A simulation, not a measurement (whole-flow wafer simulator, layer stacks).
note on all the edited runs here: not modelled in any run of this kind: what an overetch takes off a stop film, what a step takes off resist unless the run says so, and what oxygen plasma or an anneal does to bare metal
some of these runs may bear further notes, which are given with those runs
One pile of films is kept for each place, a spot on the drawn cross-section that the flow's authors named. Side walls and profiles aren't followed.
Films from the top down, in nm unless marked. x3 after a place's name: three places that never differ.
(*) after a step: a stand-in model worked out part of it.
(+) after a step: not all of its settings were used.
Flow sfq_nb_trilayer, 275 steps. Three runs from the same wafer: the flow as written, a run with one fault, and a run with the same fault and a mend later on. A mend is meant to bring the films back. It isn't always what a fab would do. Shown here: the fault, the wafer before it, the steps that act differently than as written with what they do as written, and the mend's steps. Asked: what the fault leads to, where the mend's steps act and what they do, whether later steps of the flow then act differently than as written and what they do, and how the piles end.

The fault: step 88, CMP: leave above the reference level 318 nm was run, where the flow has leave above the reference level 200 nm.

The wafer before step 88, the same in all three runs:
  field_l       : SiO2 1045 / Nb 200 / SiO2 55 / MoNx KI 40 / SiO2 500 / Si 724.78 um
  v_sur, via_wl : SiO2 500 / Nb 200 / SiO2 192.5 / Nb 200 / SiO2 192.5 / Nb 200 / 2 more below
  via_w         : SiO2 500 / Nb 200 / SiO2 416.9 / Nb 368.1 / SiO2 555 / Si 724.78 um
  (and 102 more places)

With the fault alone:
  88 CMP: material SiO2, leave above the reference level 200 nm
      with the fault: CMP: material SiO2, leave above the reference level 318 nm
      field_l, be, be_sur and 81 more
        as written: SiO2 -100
        with the fault: nothing
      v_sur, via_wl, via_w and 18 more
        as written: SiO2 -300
        with the fault: SiO2 -182
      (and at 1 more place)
  Later steps of the flow that act differently than as written (5 more steps differ only slightly, by at most 2% or 0.5 nm, whichever is larger, and aren't shown):
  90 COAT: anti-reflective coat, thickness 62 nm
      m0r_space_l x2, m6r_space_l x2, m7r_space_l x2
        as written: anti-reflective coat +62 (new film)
        with the fault: anti-reflective coat +64.7 (new film)
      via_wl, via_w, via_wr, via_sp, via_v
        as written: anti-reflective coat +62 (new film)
        with the fault: anti-reflective coat +60.6 (new film)
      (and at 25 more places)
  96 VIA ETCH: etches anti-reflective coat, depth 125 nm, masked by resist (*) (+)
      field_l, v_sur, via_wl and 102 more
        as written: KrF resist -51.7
        with the fault: KrF resist -50.5
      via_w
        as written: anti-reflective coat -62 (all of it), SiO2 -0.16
        with the fault: anti-reflective coat -60.6 (all of it), SiO2 -0.15
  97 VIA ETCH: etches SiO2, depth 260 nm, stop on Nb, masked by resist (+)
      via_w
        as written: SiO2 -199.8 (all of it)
        with the fault: SiO2 -260
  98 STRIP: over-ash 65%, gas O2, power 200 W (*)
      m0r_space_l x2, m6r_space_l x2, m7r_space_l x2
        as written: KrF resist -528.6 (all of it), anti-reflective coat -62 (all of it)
        with the fault: KrF resist -531.5 (all of it), anti-reflective coat -64.7 (all of it)
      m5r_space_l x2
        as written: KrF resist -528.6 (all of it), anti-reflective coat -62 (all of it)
        with the fault: KrF resist -531.5 (all of it), anti-reflective coat -63.6 (all of it)
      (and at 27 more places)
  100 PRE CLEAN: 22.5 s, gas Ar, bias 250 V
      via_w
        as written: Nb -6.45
        with the fault: SiO2 -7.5
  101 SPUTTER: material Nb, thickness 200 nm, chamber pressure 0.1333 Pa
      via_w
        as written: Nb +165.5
        with the fault: Nb +152.6 (new film)
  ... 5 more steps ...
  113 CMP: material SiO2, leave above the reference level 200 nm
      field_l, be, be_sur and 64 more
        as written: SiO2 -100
        with the fault: SiO2 -82
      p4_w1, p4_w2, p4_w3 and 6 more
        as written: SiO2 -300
        with the fault: SiO2 -282
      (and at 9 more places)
  At the end the piles differ from the flow's by more than 2% or 0.5 nm, whichever is larger, at field_l, v_sur, via_wl and 103 more.
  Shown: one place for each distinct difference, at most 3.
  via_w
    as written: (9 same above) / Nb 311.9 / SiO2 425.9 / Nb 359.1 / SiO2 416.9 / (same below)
    with the fault: (9 same above) / Nb 311.9 / SiO2 500 / Nb 152.6 / SiO2 50.3 / Nb 200 / SiO2 416.9 / (same below)
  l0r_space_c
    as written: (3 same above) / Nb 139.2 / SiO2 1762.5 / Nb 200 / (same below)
    with the fault: (3 same above) / Nb 139.2 / SiO2 1880.5 / Nb 200 / (same below)
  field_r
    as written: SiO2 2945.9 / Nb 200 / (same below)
    with the fault: SiO2 3063.9 / Nb 200 / (same below)

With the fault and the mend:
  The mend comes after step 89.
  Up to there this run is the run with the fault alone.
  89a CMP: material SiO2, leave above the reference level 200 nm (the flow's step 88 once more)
      field_l, be, be_sur and 81 more
        SiO2 -100
      v_sur, via_wl, via_w and 19 more
        SiO2 -118
  No later step of the flow acts differently than as written at any place that is followed.
  At the end the piles are the same as the flow's at every place that both follow.
